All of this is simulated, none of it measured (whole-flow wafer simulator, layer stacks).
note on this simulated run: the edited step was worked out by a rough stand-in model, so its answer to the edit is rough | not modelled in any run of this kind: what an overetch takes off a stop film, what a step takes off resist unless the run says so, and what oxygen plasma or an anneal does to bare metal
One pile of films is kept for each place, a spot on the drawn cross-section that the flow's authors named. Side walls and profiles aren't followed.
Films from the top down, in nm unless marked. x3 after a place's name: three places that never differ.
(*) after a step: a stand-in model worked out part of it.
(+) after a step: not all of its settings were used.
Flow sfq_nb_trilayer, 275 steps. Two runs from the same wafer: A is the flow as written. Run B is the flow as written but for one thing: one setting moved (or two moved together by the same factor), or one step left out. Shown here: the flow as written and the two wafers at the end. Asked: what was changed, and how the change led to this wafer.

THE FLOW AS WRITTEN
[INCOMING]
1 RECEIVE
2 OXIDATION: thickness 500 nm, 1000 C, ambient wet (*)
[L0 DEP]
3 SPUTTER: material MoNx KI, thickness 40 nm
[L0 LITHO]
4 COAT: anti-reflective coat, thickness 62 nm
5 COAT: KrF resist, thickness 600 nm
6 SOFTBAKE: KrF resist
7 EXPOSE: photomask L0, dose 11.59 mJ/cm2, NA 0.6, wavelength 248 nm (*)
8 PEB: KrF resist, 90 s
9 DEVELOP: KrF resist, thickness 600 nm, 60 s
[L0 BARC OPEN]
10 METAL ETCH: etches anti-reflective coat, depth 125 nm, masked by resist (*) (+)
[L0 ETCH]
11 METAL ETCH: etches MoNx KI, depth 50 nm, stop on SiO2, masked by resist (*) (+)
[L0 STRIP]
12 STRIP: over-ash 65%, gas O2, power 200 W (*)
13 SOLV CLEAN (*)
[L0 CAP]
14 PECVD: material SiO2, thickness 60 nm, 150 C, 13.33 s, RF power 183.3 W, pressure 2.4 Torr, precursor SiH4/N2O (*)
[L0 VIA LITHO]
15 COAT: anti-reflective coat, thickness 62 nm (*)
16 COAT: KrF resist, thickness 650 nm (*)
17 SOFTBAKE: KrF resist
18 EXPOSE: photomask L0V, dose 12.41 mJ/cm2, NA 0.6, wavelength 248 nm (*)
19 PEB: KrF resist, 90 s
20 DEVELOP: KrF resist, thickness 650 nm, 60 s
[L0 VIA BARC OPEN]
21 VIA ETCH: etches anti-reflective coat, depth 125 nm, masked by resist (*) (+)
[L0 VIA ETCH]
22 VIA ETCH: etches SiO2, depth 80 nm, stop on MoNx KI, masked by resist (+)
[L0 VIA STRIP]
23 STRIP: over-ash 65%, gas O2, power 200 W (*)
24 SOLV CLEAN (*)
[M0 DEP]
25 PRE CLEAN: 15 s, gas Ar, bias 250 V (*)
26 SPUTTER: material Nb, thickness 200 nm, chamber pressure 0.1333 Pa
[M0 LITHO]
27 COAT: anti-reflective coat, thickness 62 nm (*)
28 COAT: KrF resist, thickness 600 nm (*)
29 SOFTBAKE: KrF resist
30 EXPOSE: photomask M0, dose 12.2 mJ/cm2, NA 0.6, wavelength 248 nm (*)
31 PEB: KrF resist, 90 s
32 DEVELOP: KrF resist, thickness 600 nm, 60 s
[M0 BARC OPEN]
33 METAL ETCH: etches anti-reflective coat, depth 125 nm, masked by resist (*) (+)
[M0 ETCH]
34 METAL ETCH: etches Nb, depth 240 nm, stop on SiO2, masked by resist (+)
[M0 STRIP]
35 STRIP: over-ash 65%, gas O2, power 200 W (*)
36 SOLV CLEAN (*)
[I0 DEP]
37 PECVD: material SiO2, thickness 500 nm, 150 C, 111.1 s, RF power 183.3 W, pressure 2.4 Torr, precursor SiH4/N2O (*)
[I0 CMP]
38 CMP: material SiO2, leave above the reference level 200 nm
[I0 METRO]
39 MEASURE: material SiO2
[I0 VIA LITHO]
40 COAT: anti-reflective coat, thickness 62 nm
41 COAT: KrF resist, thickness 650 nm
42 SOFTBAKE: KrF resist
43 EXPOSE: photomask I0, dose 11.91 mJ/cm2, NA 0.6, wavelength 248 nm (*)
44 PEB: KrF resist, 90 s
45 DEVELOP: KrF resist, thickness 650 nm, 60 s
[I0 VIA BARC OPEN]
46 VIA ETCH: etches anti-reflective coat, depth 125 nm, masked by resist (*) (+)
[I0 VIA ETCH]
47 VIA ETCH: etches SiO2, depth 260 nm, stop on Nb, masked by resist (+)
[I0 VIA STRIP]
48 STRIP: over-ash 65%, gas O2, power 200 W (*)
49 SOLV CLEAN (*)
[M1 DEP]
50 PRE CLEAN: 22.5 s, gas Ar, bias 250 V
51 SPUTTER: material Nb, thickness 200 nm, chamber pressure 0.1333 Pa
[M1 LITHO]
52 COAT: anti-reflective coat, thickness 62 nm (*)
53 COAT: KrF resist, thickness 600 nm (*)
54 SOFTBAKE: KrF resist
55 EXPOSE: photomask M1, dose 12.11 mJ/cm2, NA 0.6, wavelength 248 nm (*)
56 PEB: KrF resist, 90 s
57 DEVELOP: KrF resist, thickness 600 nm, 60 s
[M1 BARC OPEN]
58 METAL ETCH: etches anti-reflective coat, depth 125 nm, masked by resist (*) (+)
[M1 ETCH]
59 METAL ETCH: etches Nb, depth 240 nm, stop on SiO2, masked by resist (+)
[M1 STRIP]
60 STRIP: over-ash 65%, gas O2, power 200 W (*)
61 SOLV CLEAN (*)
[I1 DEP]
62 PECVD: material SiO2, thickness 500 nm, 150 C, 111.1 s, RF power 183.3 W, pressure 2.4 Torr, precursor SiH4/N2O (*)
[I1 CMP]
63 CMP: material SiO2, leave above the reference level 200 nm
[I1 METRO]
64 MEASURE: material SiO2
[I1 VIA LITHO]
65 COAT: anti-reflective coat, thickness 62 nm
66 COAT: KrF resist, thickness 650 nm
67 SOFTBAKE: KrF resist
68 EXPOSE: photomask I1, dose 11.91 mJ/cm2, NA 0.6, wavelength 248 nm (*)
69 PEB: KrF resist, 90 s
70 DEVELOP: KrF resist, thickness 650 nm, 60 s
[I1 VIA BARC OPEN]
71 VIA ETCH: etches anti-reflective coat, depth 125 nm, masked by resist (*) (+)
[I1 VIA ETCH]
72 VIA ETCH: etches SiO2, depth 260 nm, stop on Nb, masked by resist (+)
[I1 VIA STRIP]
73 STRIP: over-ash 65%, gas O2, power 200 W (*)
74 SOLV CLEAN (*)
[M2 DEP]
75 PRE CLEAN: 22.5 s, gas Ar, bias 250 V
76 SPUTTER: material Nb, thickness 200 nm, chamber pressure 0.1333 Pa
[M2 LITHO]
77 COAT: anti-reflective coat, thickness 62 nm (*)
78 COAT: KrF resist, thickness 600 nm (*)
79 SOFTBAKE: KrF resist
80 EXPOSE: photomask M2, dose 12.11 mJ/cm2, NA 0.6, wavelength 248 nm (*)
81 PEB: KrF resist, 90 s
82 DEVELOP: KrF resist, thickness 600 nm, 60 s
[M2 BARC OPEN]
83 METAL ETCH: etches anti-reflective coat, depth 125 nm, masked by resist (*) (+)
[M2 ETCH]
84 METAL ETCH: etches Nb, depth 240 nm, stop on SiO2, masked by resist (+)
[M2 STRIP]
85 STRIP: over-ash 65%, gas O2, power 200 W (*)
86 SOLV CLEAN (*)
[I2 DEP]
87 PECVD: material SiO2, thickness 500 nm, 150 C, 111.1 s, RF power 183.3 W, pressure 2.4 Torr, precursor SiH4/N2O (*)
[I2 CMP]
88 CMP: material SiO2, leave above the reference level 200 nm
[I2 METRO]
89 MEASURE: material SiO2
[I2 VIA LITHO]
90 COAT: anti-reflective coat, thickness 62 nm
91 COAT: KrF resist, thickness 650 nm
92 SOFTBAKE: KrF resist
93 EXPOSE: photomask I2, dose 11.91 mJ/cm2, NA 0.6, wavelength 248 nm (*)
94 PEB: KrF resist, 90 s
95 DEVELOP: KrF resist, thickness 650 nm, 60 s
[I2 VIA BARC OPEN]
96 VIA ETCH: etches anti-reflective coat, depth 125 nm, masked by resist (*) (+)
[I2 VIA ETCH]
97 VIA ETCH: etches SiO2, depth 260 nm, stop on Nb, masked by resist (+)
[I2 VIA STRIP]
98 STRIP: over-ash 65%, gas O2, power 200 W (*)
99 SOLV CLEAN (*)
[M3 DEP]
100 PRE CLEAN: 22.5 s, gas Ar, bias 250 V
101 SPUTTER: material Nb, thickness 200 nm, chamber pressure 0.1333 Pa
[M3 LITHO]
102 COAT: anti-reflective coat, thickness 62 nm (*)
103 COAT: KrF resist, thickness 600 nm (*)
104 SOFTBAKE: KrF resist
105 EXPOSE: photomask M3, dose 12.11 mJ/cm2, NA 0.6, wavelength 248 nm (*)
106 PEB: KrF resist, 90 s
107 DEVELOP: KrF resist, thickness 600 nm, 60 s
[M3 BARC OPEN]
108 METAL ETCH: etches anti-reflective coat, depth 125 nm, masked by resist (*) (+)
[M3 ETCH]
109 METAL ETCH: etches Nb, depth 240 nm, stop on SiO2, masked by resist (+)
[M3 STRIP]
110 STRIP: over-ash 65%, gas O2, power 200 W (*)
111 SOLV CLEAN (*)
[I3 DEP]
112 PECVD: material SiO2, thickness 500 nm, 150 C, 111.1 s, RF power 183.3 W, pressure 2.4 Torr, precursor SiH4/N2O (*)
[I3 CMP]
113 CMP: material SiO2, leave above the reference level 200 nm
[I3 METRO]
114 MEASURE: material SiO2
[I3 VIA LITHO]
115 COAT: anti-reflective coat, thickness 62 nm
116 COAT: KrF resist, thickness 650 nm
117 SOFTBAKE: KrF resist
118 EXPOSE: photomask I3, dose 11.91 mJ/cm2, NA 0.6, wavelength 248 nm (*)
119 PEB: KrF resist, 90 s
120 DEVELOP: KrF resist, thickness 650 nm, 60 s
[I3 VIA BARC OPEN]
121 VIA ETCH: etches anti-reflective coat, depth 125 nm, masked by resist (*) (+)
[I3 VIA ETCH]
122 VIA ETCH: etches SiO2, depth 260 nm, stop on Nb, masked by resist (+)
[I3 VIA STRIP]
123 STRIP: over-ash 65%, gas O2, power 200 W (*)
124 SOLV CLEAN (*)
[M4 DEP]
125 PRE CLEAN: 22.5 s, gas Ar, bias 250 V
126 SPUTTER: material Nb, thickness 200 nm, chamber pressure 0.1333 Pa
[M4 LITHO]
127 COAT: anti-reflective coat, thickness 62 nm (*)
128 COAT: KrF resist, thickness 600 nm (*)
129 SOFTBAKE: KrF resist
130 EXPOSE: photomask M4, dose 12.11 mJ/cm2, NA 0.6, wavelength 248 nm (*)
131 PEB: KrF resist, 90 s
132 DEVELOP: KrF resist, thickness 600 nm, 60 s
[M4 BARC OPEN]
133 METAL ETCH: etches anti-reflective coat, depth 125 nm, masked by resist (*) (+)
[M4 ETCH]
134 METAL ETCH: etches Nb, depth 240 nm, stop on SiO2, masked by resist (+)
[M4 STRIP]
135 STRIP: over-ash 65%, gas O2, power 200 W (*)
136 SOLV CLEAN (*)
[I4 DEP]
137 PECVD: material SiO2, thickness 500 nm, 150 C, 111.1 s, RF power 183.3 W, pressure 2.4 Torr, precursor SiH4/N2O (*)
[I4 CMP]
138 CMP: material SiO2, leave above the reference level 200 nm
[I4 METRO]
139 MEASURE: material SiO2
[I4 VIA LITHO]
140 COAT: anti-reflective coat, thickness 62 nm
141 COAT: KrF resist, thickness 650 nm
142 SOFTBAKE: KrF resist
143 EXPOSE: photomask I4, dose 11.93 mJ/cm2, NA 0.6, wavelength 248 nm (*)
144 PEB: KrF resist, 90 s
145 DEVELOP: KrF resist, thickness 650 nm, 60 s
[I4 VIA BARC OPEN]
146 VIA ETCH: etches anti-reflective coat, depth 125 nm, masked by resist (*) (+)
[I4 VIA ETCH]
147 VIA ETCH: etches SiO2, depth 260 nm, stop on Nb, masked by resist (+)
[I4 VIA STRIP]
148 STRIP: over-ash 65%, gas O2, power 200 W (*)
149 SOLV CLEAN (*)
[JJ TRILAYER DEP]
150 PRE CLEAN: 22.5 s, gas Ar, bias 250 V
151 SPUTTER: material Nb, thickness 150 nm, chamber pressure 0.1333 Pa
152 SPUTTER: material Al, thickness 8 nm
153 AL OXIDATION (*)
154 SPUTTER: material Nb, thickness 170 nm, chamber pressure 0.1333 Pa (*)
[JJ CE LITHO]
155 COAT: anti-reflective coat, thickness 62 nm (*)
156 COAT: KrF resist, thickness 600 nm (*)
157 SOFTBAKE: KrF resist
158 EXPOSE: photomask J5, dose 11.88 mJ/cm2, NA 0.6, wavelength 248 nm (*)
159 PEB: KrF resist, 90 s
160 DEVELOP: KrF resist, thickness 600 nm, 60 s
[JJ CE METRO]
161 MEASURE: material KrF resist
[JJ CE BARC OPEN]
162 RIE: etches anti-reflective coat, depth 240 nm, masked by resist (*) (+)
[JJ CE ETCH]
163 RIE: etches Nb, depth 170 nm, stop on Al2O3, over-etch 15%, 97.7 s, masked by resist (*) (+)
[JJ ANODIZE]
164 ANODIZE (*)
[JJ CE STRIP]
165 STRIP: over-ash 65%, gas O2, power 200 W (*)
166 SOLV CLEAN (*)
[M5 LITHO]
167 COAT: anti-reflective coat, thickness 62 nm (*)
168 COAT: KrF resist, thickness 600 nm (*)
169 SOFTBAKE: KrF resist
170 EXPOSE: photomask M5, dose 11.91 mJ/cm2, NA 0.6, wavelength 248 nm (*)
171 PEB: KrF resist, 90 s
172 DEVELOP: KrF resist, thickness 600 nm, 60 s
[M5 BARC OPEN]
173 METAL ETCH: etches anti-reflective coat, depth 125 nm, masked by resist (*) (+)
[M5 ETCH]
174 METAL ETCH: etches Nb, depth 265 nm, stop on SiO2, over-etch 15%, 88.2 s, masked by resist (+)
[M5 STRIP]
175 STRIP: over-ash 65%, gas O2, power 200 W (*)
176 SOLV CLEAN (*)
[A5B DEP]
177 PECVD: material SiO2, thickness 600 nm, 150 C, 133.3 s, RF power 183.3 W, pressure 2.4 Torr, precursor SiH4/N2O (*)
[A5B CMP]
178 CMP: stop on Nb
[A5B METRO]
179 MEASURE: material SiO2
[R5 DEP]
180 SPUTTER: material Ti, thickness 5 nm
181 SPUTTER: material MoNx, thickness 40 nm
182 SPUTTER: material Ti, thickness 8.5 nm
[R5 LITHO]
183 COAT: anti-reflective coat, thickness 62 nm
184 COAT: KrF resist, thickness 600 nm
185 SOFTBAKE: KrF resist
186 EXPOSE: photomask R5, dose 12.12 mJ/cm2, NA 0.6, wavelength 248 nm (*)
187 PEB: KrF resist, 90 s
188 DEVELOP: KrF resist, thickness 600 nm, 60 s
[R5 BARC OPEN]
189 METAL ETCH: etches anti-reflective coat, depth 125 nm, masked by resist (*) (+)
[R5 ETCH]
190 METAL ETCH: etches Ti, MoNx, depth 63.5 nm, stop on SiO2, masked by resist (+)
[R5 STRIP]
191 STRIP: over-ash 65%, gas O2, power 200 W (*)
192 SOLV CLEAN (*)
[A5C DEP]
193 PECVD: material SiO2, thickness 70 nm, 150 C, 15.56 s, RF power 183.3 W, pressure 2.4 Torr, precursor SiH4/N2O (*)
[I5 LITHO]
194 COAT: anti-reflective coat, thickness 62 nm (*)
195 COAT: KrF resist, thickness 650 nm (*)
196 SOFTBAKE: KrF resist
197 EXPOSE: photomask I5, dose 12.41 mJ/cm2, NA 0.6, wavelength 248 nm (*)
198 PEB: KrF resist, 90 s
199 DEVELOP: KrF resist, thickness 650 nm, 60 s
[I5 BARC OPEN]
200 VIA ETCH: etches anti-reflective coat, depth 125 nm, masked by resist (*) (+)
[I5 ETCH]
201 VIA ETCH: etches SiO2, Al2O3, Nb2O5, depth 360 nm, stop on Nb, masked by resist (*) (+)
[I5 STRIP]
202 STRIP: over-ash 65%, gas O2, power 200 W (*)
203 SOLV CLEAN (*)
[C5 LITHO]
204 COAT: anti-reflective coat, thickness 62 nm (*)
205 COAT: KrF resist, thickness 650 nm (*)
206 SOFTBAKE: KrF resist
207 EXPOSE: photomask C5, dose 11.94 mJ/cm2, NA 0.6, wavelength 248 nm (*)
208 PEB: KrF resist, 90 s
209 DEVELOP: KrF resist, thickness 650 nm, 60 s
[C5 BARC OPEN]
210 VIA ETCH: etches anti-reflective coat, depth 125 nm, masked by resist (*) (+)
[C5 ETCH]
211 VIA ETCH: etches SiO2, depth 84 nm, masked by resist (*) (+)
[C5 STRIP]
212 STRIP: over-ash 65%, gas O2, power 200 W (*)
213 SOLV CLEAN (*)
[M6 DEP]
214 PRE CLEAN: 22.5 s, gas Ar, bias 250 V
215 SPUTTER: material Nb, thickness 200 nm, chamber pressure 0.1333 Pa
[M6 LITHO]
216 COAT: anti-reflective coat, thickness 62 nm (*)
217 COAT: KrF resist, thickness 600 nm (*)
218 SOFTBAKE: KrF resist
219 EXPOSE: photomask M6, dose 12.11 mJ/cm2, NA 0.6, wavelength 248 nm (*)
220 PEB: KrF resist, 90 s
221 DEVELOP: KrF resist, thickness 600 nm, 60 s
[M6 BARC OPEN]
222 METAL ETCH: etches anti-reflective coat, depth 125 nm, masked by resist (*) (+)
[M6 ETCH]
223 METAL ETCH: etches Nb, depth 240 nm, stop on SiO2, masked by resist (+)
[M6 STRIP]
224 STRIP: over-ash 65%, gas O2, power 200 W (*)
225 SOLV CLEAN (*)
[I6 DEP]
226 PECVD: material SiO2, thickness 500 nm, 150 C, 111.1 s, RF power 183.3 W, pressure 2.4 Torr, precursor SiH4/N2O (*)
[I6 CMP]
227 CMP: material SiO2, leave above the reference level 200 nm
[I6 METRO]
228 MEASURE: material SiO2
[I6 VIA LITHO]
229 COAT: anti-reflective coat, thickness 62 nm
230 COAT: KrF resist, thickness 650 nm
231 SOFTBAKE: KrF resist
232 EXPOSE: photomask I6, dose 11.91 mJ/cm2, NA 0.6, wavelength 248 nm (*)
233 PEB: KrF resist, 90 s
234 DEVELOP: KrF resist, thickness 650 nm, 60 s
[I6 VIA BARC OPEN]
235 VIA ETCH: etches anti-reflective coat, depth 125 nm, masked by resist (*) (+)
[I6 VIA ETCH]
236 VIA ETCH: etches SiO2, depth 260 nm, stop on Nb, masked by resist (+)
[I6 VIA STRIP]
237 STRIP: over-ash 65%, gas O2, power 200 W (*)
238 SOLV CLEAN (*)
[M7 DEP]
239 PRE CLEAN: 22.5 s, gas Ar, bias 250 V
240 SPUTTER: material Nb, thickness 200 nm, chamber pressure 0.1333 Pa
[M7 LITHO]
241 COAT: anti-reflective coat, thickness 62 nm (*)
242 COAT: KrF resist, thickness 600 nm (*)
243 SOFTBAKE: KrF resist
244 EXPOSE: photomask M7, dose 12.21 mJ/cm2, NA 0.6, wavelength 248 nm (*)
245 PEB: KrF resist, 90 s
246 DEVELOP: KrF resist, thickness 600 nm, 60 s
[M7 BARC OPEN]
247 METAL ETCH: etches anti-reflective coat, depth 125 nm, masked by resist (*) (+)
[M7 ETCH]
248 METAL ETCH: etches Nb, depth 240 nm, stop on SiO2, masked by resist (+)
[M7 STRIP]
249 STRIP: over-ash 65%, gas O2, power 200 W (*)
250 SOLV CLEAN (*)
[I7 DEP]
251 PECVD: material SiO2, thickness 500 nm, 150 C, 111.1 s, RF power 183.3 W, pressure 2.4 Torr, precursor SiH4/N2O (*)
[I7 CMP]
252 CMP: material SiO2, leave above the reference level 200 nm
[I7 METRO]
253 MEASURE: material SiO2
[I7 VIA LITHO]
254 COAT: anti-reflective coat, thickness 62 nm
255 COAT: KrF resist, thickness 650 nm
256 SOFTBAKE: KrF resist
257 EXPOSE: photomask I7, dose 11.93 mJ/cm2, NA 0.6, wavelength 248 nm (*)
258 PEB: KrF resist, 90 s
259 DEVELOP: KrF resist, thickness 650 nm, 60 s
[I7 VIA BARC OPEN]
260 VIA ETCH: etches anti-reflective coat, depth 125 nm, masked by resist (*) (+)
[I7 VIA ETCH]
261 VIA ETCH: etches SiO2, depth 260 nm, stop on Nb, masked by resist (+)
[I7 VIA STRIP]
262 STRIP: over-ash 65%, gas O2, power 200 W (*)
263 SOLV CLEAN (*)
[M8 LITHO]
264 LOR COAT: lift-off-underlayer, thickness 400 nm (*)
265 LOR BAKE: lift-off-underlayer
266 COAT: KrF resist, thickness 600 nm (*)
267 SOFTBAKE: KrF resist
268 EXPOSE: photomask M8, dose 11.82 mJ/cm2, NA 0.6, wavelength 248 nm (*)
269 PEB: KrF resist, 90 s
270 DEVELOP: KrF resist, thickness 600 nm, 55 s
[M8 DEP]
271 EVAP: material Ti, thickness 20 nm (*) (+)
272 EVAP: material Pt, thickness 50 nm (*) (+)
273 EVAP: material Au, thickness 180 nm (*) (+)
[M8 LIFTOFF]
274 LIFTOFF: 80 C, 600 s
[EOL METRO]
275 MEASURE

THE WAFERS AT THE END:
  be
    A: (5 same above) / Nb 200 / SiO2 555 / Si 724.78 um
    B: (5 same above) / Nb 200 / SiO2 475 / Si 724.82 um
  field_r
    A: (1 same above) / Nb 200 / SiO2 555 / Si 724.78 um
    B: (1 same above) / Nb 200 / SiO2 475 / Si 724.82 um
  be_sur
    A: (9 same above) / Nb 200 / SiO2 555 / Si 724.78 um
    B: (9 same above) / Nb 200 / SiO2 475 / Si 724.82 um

The cause: step 2, OXIDATION: thickness 420 nm was run, where the flow has thickness 500 nm.

How the change led to this, step by step:
  2 OXIDATION: thickness 500 nm, 1000 C, ambient wet (*)
      field_l, v_sur, via_wl and 103 more: A SiO2 +500 (new film), chemical SiO2 -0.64 (all of it), Si -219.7 | B SiO2 +420 (new film), chemical SiO2 -0.64 (all of it), Si -184.5
